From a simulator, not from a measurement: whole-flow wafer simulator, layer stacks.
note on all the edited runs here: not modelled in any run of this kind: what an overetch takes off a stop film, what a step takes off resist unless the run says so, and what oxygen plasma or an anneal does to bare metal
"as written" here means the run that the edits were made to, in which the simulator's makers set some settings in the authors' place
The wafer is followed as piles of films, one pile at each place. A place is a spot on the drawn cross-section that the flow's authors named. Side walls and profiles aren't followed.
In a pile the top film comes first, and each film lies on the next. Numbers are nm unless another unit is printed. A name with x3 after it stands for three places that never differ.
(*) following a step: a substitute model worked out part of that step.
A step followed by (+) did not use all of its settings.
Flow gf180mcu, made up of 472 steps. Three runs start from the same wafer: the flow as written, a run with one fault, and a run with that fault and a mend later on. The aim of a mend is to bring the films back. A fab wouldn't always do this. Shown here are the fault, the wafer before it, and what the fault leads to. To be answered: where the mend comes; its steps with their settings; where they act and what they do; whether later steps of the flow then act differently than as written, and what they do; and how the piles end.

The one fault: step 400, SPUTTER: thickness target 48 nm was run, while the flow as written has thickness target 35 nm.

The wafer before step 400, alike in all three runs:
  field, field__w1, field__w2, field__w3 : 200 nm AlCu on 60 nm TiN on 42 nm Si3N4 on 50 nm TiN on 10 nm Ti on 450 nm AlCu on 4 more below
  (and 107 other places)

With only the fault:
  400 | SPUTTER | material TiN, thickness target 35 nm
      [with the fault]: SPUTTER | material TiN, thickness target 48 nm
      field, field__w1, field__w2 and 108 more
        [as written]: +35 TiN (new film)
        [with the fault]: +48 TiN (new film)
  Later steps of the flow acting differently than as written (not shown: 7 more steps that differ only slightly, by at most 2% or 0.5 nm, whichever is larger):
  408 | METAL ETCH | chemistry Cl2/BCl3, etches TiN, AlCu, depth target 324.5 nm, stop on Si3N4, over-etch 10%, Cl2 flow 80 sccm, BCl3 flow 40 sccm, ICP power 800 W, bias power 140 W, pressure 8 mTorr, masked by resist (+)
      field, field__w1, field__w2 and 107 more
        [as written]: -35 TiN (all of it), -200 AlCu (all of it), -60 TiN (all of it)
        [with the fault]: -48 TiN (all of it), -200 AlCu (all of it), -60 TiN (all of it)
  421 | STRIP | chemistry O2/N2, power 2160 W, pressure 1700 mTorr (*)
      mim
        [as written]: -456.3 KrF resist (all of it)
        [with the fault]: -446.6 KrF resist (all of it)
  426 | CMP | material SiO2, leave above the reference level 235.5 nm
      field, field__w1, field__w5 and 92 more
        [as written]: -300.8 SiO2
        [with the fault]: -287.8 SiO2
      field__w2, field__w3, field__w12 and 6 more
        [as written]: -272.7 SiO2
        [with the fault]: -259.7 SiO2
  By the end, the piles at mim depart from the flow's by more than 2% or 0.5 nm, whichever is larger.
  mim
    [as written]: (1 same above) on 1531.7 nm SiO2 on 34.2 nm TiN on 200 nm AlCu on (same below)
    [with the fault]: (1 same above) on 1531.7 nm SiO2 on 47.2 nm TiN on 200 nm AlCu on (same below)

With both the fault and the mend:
  After step 400 comes the mend.
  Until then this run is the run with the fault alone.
  400a | METAL ETCH | chemistry Cl2/BCl3, etches TiN, AlCu, Ti, depth target 13 nm, Cl2 flow 80 sccm, BCl3 flow 40 sccm, ICP power 800 W, bias power 140 W, pressure 8 mTorr (the flow's step 260 again, with other settings)
      field, field__w1, field__w2 and 108 more
        -13 TiN
  None of the later steps of the flow acts differently than as written at any place that is followed.
  At every place that both follow, the piles at the end match the flow's.
